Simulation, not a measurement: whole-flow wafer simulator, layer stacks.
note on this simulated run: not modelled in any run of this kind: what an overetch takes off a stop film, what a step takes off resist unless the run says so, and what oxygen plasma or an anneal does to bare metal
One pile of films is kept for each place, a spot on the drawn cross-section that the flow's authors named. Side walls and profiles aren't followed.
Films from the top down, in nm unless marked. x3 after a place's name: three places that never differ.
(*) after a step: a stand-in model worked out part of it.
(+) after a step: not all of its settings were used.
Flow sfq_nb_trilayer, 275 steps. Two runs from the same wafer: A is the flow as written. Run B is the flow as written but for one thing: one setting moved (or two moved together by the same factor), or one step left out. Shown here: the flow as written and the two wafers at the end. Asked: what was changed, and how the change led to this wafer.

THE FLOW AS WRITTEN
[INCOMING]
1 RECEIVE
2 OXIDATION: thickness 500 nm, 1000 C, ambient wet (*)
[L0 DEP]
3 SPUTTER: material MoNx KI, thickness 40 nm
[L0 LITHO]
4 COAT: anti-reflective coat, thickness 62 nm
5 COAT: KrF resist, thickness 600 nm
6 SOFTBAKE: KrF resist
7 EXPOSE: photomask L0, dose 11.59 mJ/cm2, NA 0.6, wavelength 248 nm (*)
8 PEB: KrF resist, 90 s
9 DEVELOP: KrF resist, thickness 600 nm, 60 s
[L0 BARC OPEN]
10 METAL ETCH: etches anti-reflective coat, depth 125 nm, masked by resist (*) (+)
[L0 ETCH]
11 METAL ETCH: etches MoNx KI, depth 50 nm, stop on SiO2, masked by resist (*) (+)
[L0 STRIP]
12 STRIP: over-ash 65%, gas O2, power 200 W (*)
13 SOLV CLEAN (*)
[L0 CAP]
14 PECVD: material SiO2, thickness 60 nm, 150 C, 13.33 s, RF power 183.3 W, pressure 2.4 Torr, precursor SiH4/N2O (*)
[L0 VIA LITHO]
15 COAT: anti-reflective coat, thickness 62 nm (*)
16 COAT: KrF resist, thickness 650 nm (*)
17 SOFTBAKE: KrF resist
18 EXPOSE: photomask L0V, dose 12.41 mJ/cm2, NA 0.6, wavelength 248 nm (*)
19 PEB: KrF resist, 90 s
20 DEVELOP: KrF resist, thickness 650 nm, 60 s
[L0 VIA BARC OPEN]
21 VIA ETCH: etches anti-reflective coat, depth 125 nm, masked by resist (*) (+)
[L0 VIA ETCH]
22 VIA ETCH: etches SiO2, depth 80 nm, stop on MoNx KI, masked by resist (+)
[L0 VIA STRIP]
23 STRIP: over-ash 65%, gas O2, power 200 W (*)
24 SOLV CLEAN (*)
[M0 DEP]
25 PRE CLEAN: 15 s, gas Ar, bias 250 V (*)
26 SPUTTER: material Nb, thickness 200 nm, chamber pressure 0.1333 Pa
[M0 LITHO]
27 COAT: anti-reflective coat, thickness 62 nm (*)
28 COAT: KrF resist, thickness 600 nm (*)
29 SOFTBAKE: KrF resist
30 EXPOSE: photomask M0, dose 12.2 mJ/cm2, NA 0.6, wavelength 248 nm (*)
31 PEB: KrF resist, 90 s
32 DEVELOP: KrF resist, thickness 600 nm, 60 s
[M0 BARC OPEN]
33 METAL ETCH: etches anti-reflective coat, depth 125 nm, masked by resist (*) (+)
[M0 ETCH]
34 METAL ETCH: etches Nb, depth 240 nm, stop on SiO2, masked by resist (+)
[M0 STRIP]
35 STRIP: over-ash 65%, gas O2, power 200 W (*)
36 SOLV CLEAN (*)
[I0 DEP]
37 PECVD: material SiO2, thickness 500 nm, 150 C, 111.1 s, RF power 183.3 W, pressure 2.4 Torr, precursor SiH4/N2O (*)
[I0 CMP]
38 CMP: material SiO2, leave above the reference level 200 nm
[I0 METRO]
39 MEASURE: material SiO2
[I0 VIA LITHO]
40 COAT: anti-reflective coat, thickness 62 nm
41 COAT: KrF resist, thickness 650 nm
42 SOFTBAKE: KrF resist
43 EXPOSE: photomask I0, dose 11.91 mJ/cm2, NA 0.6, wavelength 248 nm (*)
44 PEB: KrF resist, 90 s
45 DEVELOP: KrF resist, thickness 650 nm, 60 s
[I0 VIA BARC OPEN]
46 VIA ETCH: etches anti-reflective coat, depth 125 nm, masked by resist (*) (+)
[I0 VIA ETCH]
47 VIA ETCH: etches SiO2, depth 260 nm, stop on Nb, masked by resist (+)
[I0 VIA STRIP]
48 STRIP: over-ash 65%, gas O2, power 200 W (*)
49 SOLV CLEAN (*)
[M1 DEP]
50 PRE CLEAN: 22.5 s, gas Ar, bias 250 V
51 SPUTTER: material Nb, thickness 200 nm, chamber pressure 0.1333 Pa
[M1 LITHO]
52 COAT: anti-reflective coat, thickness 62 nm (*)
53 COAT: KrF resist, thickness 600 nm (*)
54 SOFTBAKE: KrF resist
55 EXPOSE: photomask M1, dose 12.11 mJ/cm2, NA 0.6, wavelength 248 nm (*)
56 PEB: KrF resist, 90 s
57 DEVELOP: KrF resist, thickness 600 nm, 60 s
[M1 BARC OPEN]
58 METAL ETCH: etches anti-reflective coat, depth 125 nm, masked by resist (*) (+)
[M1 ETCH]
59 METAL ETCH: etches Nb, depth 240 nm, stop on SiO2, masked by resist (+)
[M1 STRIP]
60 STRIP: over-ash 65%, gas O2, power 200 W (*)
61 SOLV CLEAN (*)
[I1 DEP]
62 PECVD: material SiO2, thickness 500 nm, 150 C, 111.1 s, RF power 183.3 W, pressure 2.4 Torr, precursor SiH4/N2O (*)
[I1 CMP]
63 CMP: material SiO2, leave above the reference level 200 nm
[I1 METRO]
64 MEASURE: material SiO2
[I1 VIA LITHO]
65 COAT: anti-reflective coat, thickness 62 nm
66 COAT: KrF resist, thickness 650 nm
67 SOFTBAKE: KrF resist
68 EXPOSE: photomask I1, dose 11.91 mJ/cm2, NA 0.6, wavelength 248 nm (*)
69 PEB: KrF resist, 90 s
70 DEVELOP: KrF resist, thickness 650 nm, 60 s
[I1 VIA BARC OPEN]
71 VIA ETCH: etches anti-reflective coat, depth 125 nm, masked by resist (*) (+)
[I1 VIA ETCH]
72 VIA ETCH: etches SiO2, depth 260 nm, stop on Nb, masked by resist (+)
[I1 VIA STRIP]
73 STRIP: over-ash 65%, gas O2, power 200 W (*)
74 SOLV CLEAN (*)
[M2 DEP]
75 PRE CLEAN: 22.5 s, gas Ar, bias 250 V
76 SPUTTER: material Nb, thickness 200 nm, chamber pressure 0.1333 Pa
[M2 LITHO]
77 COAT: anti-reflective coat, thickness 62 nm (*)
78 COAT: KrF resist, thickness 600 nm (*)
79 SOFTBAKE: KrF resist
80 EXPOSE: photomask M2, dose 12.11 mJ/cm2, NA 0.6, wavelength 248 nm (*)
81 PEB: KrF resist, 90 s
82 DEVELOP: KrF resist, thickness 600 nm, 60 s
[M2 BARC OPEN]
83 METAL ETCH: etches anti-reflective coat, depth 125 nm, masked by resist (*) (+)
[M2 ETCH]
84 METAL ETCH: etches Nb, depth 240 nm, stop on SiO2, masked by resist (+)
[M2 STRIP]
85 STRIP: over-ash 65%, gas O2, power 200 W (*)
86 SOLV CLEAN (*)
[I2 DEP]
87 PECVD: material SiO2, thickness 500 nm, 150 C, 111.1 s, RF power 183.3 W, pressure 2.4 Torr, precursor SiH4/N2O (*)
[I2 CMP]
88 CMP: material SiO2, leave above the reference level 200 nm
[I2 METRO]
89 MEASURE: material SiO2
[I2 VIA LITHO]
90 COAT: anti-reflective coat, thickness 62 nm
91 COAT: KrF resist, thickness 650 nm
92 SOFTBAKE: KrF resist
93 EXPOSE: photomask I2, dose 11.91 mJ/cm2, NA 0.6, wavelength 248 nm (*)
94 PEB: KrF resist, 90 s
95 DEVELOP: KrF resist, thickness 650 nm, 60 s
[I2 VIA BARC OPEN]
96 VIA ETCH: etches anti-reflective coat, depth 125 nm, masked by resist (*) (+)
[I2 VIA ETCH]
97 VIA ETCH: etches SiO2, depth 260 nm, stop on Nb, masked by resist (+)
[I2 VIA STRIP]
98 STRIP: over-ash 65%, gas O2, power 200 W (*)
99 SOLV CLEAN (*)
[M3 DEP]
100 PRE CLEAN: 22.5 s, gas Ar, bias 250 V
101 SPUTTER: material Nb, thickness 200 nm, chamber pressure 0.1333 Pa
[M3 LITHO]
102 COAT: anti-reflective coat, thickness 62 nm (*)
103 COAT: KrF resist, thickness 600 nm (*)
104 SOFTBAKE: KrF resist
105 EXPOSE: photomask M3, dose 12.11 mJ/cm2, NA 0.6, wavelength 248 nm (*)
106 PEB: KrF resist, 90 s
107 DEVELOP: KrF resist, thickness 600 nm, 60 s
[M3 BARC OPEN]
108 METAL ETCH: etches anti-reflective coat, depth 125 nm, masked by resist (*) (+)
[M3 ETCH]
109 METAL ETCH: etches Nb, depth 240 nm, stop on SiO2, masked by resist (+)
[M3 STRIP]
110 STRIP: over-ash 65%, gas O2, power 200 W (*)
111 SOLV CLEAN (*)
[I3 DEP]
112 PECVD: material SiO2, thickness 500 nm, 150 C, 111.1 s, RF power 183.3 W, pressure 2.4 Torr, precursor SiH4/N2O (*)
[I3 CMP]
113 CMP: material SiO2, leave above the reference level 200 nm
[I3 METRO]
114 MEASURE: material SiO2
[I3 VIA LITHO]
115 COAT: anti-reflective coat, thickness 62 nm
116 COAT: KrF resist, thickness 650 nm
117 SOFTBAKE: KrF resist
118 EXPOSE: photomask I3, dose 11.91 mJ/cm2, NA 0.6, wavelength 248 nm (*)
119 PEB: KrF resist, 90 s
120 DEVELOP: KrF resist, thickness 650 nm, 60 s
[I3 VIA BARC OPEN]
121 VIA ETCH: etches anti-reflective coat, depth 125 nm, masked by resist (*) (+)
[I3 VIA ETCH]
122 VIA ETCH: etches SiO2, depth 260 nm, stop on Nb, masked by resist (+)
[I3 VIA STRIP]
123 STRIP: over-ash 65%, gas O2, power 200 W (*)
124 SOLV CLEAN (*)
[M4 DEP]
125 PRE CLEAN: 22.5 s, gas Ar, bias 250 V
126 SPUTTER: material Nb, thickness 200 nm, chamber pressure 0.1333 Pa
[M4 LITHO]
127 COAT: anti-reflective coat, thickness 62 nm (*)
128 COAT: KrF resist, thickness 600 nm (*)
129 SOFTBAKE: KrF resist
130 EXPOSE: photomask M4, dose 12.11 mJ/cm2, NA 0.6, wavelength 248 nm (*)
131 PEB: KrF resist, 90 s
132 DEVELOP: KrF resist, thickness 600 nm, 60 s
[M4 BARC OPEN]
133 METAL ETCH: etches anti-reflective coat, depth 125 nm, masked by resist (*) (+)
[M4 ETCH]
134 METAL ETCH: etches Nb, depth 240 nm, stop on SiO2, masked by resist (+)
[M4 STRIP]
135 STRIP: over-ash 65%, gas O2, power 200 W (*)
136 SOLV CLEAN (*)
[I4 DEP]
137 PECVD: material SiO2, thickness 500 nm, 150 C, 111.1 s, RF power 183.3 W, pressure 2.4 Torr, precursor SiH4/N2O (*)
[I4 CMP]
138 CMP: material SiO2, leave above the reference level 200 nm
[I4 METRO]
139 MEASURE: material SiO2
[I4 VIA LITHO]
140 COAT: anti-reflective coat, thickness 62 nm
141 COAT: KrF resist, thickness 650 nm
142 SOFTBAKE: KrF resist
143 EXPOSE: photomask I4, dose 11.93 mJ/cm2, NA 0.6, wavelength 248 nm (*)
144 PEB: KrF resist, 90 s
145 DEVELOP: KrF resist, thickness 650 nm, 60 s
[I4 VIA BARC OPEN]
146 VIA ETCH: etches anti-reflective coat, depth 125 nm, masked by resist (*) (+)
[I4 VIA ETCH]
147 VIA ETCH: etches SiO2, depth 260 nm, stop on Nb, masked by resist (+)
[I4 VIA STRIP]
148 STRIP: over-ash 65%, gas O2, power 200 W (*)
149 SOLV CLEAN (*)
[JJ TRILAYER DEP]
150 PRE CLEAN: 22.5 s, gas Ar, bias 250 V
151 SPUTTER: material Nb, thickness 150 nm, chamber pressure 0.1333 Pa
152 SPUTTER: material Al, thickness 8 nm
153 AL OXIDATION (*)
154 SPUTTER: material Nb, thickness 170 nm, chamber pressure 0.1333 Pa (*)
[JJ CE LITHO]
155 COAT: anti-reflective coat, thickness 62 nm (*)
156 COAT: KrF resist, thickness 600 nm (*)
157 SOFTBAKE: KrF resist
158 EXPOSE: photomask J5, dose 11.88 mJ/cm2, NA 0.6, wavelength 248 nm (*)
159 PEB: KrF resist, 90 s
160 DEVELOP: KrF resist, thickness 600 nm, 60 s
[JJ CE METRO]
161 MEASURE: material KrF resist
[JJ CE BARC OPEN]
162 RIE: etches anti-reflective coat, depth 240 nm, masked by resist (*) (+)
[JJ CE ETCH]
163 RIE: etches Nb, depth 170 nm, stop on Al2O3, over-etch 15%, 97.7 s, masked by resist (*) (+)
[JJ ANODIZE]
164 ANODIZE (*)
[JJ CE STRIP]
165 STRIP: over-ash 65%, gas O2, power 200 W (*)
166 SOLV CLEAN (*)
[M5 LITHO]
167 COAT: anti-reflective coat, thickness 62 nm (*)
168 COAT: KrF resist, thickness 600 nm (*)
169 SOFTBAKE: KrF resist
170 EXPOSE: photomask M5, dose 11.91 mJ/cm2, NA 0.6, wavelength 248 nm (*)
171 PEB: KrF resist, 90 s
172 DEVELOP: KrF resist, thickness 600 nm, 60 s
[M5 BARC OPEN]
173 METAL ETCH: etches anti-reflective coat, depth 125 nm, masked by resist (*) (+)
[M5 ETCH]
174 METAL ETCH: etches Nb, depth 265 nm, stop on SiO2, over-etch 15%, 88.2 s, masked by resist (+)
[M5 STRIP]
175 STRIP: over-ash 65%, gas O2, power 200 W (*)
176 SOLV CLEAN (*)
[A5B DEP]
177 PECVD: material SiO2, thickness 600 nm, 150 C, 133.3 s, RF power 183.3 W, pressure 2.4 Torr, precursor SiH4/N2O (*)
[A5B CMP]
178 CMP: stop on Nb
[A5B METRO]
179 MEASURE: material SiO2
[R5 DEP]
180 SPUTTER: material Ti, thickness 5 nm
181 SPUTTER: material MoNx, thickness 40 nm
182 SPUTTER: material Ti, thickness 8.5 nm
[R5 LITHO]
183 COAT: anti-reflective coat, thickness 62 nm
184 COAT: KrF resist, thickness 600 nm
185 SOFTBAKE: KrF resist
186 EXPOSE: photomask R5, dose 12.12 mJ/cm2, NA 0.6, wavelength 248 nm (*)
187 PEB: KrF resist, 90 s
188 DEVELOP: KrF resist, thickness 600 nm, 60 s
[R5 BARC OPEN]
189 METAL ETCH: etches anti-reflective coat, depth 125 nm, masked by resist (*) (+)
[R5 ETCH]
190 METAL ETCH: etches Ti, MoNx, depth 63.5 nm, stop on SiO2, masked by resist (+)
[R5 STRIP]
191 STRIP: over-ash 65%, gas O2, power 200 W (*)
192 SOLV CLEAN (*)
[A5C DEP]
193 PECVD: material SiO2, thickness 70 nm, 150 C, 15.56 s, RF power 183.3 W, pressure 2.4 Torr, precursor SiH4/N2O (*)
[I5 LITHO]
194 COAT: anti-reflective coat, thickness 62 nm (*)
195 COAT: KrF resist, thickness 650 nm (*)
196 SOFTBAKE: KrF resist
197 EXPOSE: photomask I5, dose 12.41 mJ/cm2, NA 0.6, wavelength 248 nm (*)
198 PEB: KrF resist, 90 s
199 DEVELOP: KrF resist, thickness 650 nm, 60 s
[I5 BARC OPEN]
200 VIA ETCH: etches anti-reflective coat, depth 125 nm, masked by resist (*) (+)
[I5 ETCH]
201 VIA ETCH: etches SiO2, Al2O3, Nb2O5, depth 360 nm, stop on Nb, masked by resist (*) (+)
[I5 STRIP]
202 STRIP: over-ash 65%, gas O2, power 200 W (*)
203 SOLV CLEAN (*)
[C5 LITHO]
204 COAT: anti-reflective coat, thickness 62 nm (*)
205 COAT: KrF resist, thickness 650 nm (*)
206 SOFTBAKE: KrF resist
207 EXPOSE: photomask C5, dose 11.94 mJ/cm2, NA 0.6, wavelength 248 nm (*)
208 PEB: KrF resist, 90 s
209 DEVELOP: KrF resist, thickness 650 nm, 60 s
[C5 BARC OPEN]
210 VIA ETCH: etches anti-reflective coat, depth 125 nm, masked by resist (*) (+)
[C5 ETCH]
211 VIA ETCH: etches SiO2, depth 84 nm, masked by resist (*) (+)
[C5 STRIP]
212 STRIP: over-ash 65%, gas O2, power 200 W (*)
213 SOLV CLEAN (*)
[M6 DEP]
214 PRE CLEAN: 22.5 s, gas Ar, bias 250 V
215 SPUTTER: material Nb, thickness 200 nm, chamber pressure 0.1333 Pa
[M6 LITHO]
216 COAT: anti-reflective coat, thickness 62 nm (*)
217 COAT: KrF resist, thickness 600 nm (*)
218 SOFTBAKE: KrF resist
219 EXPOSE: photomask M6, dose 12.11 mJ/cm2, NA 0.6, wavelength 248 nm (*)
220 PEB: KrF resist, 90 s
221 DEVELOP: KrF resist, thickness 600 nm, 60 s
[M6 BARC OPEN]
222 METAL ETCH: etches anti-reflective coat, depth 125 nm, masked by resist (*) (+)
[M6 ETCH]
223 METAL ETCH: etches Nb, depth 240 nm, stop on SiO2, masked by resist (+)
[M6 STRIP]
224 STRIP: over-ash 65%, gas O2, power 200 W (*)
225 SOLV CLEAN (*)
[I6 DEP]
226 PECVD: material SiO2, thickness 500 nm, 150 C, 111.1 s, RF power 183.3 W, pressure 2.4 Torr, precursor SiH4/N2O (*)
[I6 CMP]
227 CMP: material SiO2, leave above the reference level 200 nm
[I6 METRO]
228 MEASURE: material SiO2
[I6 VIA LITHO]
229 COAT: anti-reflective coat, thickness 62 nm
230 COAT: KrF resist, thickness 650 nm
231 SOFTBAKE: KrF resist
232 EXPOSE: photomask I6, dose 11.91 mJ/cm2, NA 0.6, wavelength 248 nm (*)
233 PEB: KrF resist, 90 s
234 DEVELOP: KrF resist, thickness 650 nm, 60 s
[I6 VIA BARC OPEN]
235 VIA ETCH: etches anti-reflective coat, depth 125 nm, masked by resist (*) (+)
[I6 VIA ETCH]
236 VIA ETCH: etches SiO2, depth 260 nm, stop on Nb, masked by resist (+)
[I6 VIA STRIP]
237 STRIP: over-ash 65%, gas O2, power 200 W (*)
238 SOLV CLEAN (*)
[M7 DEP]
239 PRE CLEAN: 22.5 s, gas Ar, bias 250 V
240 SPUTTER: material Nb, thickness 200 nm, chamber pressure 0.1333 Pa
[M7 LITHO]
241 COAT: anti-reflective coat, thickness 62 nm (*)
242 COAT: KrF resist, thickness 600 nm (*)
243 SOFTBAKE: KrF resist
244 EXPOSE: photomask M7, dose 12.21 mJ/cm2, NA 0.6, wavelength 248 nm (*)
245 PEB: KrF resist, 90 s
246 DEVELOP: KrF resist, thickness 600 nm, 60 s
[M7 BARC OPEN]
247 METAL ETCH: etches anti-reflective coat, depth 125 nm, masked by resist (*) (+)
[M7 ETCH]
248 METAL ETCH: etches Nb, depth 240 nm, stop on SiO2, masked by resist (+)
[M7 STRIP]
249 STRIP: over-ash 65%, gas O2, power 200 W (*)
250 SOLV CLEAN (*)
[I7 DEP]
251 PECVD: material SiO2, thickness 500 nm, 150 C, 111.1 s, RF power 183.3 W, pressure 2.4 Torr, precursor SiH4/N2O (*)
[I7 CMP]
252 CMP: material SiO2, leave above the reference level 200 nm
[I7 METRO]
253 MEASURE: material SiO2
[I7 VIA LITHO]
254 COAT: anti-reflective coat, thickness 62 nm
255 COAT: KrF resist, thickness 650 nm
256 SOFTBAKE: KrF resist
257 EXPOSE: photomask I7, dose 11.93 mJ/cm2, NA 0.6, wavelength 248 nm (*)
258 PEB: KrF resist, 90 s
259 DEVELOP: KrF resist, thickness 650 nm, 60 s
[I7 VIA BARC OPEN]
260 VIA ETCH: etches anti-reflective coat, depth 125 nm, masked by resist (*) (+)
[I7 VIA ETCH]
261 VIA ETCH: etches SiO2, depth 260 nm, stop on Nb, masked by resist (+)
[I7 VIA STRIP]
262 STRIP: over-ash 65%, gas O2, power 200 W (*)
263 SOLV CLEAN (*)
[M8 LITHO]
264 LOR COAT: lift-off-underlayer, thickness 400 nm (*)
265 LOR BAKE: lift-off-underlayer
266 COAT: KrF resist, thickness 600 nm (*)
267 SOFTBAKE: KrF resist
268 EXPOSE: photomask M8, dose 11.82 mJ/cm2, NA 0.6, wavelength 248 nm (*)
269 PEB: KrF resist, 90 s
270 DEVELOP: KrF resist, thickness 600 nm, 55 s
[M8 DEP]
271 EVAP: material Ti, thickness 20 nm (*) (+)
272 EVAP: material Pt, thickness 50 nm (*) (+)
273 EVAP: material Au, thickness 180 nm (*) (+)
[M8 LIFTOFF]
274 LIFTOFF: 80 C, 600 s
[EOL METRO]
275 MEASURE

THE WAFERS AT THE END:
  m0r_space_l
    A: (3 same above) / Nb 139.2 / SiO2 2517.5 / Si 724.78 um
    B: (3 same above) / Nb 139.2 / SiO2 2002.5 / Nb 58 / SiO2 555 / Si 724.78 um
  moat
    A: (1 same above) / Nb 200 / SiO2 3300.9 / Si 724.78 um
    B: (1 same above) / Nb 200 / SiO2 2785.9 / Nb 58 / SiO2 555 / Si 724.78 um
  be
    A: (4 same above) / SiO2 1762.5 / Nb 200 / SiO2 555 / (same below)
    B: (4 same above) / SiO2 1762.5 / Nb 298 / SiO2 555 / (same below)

The cause: step 26, SPUTTER: thickness 298 nm was run, where the flow has thickness 200 nm.
It can be read off the wafer: be has Nb 298, and step 26 as written asks for 200 nm.

How the change led to this, step by step:
  26 SPUTTER: material Nb, thickness 200 nm, chamber pressure 0.1333 Pa
      field_l, v_sur, via_wl and 102 more: A Nb +200 (new film) | B Nb +298 (new film)
      l0v: A Nb +195.7 (new film) | B Nb +294 (new film)
  34 METAL ETCH: etches Nb, depth 240 nm, stop on SiO2, masked by resist (+)
      moat, m0r_space_l, m0r_space_r: A Nb -200 (all of it) | B Nb -240
  37 PECVD: material SiO2, thickness 500 nm, 150 C, 111.1 s, RF power 183.3 W, pressure 2.4 Torr, precursor SiH4/N2O (*)
      moat, m0r_space_l, m0r_space_r: A SiO2 +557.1 | B SiO2 +597.1 (new film)
Counting metal films that touch as one body, m0r_space_l has 2 bodies (between them, from the top down: SiO2 2002.5); the flow as written gives 1 body.
Counting metal films that touch as one body, moat has 2 bodies (between them, from the top down: SiO2 2785.9); the flow as written gives 1 body.
